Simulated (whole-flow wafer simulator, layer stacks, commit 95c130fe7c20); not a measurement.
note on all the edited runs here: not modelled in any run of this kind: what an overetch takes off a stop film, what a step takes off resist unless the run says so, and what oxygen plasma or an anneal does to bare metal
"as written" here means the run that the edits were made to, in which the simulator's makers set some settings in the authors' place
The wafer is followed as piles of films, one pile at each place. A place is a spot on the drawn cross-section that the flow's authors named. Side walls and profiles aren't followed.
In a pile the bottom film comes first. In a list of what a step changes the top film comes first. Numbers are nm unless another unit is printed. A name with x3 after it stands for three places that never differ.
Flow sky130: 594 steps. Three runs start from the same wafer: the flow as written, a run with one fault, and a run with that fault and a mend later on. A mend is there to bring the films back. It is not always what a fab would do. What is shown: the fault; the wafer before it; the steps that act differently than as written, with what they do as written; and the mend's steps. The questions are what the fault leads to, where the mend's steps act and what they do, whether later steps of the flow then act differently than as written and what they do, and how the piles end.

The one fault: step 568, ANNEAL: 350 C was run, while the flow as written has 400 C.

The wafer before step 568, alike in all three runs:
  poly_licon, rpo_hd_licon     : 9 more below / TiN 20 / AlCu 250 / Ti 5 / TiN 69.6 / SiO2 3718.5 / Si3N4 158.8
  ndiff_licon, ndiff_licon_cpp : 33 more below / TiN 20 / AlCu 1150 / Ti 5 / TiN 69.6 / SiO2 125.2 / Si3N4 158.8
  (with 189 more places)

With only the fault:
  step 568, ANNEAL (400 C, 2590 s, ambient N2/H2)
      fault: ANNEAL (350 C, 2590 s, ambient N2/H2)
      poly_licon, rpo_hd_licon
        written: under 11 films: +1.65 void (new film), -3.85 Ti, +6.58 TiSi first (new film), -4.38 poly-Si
        fault: under 11 films: +0.62 void (new film), -1.46 Ti, +2.49 TiSi first (new film), -1.66 poly-Si
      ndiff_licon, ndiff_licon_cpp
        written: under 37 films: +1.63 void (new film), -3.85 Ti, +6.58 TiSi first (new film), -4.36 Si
        fault: under 37 films: +0.62 void (new film), -1.46 Ti, +2.49 TiSi first (new film), -1.65 Si
  None of the later steps of the flow differs from how it acts as written, at any place that is followed, by more than 2% or 0.5 nm, whichever is larger.
  The piles end different from the flow's at poly_licon, ndiff_licon, ndiff_licon_cpp, rpo_hd_licon by more than 2% or 0.5 nm, whichever is larger.
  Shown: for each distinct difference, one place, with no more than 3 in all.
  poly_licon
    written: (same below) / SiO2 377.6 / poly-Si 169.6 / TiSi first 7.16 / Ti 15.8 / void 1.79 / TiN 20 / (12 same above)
    fault: (same below) / SiO2 377.6 / poly-Si 171.9 / TiSi first 3.77 / Ti 17.8 / void 0.94 / TiN 20 / (12 same above)
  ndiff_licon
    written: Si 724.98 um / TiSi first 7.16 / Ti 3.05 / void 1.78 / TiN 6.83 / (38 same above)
    fault: Si 724.98 um / TiSi first 3.77 / Ti 5.04 / void 0.93 / TiN 6.83 / (38 same above)
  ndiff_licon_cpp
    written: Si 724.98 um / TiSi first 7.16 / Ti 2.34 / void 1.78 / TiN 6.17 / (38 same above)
    fault: Si 724.98 um / TiSi first 3.77 / Ti 4.33 / void 0.93 / TiN 6.17 / (38 same above)

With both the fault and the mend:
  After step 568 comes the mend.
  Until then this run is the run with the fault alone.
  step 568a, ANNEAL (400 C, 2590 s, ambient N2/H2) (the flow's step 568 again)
      poly_licon, rpo_hd_licon
        under 11 films: +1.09 void, -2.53 Ti, +4.33 TiSi first, -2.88 poly-Si
      ndiff_licon, ndiff_licon_cpp
        under 37 films: +1.07 void, -2.53 Ti, +4.33 TiSi first, -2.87 Si
  None of the later steps of the flow differs from how it acts as written, at any place that is followed, by more than 2% or 0.5 nm, whichever is larger.
  When the end is reached, the piles differ only a little from the flow's at the places that both follow, at most by 2% or 0.5 nm, whichever is larger.
